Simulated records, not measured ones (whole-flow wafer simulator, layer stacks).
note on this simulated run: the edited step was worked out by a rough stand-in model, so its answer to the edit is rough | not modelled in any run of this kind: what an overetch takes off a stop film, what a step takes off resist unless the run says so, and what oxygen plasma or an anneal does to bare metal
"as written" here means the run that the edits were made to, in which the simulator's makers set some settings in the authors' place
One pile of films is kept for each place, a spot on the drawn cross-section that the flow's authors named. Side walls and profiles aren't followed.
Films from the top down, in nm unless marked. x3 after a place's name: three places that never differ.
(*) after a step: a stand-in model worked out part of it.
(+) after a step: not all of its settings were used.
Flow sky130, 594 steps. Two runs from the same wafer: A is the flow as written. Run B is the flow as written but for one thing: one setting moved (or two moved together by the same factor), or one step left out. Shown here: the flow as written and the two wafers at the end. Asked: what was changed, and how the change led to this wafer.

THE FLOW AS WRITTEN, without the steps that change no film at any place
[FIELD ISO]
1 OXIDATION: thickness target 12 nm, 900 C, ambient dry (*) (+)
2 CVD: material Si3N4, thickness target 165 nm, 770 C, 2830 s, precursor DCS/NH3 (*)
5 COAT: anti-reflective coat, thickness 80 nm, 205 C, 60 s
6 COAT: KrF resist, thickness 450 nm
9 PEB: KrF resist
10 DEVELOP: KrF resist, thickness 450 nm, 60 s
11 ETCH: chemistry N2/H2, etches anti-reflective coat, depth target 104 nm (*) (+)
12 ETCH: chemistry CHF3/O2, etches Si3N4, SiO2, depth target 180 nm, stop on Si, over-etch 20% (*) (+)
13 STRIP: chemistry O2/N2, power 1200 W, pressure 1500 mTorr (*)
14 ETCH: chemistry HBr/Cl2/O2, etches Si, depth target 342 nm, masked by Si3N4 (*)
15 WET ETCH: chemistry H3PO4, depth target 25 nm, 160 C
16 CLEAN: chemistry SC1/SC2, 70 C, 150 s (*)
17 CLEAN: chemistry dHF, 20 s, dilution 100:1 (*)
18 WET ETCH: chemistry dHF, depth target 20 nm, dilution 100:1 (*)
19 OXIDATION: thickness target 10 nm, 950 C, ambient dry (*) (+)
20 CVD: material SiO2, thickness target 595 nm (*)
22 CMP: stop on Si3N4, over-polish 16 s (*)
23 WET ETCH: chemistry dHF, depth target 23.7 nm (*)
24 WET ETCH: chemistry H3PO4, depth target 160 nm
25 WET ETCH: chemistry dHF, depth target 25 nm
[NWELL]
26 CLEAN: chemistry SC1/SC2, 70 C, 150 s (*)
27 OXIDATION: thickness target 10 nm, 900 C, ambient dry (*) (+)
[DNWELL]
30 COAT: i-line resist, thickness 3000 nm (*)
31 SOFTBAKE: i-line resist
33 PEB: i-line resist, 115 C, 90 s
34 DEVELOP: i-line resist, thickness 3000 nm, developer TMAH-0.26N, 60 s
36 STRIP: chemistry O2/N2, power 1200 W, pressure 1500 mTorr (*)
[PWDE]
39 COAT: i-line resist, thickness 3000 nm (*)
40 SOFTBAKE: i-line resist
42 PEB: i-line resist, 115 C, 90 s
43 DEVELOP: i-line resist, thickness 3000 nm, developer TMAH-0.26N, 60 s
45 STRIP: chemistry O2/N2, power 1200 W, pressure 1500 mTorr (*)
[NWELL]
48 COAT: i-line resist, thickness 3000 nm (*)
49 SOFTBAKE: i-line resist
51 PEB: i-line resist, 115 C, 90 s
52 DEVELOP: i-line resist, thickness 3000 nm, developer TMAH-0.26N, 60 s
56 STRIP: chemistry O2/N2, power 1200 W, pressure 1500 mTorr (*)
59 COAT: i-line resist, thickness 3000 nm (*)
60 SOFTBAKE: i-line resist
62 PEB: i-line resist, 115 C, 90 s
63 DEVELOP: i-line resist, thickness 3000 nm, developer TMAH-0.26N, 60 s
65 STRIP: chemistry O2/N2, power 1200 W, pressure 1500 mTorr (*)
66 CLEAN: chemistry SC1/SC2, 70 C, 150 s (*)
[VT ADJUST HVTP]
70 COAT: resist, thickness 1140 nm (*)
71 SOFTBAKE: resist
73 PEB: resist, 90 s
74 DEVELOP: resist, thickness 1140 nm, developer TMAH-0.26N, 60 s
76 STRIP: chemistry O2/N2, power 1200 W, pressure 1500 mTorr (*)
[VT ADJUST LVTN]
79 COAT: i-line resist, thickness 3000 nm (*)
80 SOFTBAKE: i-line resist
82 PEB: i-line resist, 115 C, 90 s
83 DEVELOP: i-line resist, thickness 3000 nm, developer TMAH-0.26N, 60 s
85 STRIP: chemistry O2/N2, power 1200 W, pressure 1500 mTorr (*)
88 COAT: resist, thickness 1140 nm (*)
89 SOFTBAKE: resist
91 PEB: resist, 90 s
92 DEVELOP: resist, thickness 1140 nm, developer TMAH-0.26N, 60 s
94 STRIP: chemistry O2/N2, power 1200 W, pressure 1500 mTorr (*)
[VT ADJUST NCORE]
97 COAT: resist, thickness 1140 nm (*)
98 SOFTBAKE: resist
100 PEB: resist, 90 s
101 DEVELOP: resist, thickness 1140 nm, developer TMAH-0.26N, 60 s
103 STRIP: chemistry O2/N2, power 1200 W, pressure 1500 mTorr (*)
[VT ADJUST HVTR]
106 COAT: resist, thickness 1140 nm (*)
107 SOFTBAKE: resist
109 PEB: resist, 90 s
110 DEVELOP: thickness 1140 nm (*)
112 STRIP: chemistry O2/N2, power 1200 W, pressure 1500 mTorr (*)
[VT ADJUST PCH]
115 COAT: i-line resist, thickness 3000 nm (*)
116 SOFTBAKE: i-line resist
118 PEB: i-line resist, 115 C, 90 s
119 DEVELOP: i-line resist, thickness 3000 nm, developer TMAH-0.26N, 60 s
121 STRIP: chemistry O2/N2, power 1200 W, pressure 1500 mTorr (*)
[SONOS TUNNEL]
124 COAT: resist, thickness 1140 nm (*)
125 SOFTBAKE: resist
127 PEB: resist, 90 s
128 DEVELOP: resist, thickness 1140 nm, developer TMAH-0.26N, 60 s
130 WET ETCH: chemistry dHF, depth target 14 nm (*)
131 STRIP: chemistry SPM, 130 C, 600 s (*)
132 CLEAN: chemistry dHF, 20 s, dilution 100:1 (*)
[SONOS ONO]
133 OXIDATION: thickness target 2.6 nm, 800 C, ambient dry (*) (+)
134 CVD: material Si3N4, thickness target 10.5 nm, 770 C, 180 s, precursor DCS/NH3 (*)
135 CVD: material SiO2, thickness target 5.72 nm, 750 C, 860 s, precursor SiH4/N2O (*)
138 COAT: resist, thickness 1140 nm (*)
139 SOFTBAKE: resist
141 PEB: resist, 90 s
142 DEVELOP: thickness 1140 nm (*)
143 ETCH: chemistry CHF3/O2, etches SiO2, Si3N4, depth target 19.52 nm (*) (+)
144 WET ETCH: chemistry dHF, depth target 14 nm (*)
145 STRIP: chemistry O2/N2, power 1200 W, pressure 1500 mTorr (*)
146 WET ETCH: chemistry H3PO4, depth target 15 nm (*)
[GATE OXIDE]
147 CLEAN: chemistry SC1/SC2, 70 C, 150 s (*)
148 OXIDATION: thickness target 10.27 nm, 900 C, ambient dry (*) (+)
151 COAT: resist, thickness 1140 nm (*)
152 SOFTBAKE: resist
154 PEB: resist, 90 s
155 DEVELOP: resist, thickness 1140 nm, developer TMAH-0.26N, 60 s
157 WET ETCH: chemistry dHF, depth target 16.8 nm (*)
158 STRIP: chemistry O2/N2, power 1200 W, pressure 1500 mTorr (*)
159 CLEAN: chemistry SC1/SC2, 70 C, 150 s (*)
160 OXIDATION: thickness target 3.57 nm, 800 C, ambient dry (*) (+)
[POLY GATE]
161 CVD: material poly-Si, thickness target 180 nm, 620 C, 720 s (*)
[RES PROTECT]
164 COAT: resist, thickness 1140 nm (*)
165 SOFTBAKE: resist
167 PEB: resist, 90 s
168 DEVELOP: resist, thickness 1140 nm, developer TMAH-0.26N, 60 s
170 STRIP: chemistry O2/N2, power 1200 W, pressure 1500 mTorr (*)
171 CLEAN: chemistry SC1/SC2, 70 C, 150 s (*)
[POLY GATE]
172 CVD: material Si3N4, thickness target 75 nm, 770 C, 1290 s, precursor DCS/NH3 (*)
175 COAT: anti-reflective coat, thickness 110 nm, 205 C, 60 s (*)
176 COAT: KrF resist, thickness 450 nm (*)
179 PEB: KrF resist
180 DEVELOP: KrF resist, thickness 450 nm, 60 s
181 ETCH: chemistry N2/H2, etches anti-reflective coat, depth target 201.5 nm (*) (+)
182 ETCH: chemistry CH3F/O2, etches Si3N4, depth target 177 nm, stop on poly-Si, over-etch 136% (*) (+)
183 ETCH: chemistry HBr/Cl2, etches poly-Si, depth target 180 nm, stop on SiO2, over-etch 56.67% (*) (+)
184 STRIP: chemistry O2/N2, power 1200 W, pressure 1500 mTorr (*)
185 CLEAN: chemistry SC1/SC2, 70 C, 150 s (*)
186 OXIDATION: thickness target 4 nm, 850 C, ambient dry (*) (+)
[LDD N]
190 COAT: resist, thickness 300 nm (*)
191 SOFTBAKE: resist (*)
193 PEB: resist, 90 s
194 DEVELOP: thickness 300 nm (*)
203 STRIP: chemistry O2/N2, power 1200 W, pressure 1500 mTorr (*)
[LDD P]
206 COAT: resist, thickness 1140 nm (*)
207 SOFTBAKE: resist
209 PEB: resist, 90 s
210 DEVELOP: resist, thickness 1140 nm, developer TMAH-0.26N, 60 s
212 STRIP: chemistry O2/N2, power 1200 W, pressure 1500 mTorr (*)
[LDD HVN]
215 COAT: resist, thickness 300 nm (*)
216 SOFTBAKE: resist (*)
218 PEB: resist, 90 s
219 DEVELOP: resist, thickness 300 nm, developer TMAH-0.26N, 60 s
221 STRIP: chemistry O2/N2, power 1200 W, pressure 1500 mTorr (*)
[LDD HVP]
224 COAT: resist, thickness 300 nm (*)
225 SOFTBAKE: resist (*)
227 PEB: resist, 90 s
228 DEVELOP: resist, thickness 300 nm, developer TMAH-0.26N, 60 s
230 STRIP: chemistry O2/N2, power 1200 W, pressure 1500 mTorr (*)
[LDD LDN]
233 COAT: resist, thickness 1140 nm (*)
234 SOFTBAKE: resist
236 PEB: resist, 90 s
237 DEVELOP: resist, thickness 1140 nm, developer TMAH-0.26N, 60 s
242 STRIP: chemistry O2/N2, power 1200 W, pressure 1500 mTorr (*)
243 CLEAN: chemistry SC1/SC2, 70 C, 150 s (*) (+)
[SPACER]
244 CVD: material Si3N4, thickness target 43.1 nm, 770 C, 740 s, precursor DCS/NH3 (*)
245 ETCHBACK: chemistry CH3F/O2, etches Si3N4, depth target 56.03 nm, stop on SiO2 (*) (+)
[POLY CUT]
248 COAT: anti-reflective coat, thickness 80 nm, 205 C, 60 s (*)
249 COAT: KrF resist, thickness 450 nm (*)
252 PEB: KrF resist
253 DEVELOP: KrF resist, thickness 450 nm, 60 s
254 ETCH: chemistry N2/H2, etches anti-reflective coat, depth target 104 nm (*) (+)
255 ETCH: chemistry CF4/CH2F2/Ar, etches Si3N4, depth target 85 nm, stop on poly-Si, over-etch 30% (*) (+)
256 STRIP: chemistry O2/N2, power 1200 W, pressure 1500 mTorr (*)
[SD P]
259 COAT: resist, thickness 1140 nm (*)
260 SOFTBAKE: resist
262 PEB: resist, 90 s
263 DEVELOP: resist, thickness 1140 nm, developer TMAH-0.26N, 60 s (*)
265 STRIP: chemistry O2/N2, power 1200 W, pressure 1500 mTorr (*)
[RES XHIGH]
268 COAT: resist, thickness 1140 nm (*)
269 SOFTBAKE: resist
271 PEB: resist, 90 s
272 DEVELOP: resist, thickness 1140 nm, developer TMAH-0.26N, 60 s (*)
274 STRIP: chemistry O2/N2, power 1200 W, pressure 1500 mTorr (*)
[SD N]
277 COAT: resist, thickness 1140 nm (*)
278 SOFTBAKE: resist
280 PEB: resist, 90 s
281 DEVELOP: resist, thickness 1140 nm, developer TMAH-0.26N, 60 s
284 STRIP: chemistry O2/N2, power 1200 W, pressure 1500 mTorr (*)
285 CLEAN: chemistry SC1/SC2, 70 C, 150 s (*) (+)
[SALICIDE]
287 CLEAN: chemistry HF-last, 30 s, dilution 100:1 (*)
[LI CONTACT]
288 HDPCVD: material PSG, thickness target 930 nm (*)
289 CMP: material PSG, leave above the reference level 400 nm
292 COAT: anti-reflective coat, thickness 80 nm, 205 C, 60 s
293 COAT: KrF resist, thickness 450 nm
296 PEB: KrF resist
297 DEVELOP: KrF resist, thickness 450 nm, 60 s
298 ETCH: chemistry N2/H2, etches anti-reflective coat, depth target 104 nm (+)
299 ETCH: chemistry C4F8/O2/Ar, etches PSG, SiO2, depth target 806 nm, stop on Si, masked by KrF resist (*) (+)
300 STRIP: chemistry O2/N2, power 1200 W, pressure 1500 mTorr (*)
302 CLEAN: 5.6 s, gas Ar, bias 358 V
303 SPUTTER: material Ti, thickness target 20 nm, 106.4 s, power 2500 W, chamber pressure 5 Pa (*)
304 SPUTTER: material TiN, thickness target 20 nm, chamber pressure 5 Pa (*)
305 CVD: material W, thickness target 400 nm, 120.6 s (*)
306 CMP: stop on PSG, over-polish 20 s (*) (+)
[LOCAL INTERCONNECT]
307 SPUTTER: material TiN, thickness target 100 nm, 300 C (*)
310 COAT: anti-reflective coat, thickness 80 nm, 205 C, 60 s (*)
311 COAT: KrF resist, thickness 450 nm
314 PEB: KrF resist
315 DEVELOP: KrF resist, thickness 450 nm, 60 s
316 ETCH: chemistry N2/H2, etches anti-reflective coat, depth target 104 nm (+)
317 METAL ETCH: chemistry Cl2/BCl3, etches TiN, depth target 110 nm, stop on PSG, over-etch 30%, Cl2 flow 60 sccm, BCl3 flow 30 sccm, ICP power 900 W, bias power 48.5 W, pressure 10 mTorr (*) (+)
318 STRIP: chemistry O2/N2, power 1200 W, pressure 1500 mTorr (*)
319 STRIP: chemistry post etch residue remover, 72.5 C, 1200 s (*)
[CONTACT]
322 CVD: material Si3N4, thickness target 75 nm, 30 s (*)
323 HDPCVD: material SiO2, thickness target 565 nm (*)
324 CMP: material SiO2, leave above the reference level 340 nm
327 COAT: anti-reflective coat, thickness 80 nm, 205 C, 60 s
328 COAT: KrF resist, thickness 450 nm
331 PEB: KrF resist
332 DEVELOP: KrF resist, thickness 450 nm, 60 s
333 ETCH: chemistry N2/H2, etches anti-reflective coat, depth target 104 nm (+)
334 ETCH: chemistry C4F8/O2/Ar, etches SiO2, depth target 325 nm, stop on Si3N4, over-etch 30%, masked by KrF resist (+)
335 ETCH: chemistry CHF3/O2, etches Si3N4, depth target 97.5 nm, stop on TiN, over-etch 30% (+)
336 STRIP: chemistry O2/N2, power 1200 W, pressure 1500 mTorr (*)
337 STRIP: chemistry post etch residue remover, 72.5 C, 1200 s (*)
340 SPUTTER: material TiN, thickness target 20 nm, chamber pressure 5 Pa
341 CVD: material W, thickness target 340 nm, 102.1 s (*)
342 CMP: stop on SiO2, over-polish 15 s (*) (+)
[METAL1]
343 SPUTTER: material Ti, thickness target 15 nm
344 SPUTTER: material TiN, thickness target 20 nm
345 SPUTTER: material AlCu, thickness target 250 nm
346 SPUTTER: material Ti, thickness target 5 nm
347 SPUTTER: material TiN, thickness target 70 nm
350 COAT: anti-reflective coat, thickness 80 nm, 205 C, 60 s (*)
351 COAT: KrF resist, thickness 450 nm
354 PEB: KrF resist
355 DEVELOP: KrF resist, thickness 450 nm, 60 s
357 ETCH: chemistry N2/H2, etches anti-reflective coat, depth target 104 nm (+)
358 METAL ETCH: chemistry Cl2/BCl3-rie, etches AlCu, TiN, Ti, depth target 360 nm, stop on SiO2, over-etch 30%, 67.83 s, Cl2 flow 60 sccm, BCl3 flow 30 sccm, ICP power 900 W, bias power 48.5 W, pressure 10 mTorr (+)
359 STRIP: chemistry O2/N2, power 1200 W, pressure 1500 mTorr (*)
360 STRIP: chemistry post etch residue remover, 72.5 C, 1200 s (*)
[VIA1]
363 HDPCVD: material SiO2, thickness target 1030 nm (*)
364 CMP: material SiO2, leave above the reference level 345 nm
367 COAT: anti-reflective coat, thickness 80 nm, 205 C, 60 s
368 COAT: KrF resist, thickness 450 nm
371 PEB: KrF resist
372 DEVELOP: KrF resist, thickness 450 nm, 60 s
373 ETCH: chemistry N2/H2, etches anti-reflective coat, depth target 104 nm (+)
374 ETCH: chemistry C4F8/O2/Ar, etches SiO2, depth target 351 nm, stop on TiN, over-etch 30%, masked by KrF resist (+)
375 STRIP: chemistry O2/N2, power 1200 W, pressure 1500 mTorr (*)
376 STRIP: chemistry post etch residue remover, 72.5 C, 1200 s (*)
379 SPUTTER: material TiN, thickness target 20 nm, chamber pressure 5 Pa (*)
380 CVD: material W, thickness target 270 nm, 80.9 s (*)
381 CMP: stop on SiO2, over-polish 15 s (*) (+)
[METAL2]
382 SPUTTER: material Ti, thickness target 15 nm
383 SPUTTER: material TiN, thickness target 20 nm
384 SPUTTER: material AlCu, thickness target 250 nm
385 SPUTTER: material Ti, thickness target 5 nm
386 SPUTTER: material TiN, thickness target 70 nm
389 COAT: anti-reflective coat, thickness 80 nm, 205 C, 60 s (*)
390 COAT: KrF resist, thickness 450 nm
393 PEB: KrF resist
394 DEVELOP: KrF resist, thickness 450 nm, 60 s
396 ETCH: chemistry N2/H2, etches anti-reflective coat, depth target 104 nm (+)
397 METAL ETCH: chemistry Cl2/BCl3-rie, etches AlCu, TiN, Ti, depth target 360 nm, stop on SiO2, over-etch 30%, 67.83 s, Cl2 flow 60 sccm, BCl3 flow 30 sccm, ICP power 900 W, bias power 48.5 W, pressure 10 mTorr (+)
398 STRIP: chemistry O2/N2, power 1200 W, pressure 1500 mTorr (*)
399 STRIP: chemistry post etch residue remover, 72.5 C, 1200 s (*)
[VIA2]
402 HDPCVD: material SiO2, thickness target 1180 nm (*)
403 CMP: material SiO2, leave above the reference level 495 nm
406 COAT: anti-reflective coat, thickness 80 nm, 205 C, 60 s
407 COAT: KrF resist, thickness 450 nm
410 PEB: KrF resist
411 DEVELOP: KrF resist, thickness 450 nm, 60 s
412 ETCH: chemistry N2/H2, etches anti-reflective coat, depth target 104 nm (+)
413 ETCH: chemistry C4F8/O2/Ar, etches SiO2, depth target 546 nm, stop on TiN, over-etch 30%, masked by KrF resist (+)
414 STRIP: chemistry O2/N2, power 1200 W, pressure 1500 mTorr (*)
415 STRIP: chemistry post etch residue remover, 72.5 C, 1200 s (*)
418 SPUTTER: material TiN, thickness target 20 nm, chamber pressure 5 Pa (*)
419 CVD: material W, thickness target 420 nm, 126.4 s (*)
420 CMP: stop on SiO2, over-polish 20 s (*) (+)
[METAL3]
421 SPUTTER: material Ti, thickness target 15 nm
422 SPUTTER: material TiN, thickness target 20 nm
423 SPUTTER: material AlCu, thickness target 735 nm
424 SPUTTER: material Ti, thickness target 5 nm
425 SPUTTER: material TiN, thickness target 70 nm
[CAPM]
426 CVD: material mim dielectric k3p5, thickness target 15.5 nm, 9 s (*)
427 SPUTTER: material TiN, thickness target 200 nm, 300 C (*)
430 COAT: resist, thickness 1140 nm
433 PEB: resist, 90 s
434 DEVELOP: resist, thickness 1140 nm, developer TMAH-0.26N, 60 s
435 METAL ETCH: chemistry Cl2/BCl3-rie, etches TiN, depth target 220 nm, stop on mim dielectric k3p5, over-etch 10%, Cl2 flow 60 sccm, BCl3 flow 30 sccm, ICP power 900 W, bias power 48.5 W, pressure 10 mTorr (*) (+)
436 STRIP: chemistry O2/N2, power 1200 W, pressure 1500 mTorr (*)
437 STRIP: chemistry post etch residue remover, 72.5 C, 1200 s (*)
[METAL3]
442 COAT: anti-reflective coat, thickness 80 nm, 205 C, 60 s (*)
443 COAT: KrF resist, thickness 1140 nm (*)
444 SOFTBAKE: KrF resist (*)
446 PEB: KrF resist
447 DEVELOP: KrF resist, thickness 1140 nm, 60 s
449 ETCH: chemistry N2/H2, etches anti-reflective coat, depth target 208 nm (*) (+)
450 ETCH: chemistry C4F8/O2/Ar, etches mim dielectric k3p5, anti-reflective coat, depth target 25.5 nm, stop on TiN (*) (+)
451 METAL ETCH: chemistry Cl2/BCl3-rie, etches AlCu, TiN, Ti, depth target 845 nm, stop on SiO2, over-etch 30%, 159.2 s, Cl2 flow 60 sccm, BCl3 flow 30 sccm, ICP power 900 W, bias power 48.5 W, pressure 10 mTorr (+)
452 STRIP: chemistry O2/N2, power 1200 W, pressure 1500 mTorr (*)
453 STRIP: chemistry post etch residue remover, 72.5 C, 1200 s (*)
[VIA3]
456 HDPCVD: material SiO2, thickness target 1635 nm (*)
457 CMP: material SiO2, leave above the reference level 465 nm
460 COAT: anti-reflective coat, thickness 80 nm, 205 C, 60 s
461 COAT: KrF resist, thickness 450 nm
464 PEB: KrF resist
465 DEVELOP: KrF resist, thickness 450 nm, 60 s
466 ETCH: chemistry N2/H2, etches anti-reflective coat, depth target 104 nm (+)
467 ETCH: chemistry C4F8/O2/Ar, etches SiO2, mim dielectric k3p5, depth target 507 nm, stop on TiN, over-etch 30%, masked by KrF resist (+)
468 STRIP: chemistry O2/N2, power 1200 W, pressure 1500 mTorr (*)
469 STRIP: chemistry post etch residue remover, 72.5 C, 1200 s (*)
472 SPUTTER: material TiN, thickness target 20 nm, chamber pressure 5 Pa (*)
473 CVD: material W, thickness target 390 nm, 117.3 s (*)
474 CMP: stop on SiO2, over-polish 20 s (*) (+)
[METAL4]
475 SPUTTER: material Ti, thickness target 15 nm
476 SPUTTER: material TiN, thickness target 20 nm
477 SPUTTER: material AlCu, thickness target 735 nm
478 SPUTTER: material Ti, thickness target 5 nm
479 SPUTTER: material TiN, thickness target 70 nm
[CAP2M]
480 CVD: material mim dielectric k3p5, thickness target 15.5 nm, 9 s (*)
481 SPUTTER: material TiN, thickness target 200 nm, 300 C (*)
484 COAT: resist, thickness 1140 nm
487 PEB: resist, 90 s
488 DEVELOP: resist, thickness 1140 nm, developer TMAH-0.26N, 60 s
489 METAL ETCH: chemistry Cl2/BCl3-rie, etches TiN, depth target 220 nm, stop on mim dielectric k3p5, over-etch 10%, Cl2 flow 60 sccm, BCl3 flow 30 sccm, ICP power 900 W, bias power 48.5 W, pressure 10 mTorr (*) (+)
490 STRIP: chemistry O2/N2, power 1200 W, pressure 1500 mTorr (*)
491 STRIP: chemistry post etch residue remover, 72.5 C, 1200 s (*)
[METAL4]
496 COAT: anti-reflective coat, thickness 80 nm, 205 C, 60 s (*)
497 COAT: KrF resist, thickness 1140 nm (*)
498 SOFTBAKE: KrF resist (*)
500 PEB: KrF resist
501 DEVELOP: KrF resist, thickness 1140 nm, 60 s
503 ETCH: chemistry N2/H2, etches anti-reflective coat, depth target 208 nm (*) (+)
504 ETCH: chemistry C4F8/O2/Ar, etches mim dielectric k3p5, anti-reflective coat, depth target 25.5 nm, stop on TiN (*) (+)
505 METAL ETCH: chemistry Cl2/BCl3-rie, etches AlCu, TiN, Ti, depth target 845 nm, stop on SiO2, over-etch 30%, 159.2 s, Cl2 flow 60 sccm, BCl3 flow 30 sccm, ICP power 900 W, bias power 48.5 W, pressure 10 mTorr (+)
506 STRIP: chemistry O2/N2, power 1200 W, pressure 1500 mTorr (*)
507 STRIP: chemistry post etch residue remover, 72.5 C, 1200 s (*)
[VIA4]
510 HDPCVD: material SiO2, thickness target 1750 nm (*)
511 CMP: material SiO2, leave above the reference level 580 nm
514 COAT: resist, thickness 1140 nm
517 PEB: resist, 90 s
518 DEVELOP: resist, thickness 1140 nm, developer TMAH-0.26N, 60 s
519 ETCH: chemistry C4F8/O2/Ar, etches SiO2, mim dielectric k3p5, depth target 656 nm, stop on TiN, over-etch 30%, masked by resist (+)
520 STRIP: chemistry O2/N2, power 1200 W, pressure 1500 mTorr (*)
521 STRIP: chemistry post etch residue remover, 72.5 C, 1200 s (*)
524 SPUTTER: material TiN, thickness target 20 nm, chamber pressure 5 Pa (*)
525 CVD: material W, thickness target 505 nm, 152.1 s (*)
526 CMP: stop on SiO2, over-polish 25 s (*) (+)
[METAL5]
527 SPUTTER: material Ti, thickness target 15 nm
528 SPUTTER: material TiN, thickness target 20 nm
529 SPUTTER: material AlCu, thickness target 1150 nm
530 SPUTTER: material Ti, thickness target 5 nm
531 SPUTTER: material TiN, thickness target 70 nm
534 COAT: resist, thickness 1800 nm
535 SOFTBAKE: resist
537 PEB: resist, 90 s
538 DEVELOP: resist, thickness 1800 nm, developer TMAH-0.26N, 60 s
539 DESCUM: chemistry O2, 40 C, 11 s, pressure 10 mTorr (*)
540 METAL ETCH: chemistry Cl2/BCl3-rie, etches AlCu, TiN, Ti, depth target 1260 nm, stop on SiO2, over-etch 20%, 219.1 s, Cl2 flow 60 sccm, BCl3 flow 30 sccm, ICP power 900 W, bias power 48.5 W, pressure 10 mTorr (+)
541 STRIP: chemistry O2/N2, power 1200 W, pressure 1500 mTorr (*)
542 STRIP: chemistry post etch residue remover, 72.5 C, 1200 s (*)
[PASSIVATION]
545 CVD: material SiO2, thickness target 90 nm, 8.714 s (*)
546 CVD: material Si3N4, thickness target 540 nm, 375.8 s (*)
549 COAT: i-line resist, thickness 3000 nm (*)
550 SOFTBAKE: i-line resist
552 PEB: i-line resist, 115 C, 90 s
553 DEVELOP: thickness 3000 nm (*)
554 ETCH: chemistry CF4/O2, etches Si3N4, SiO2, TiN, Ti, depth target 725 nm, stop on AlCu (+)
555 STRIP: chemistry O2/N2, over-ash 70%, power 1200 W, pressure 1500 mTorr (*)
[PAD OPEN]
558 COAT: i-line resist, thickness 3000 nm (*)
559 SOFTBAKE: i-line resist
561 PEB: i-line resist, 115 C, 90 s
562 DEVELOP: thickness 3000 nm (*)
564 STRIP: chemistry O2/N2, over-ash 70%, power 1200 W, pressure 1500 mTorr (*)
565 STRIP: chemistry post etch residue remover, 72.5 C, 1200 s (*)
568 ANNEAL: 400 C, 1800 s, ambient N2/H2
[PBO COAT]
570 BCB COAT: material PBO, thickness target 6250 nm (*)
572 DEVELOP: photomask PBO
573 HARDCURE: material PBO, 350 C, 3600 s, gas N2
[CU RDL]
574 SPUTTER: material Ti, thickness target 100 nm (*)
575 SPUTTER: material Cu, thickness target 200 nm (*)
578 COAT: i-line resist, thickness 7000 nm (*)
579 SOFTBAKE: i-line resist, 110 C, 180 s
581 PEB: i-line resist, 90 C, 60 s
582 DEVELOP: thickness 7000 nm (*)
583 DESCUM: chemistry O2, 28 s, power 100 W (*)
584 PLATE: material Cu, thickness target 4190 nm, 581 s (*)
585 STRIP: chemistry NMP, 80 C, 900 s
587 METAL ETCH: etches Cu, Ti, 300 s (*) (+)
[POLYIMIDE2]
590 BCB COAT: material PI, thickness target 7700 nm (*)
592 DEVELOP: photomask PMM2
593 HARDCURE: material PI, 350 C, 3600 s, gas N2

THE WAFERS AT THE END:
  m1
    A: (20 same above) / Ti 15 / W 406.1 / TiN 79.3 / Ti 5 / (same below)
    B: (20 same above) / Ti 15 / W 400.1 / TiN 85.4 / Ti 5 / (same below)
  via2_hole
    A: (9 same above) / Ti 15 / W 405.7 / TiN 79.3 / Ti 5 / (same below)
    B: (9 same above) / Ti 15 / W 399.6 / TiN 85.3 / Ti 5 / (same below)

The cause: step 418, SPUTTER: thickness target 32 nm was run, where the flow has thickness target 20 nm.

How the change led to this, step by step:
  418 SPUTTER: material TiN, thickness target 20 nm, chamber pressure 5 Pa (*)
      field, active, n_well and 186 more: A TiN +20 (new film) | B TiN +32 (new film)
      m1, via2_hole: A TiN +10.2 | B TiN +16.2
  420 CMP: stop on SiO2, over-polish 20 s (*) (+)
      field, active, n_well and 186 more: A W -420 (all of it), TiN -20 (all of it), SiO2 -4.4 | B W -420 (all of it), TiN -32 (all of it), SiO2 -4.4
      m1, via2_hole: A W -445 | B W -457
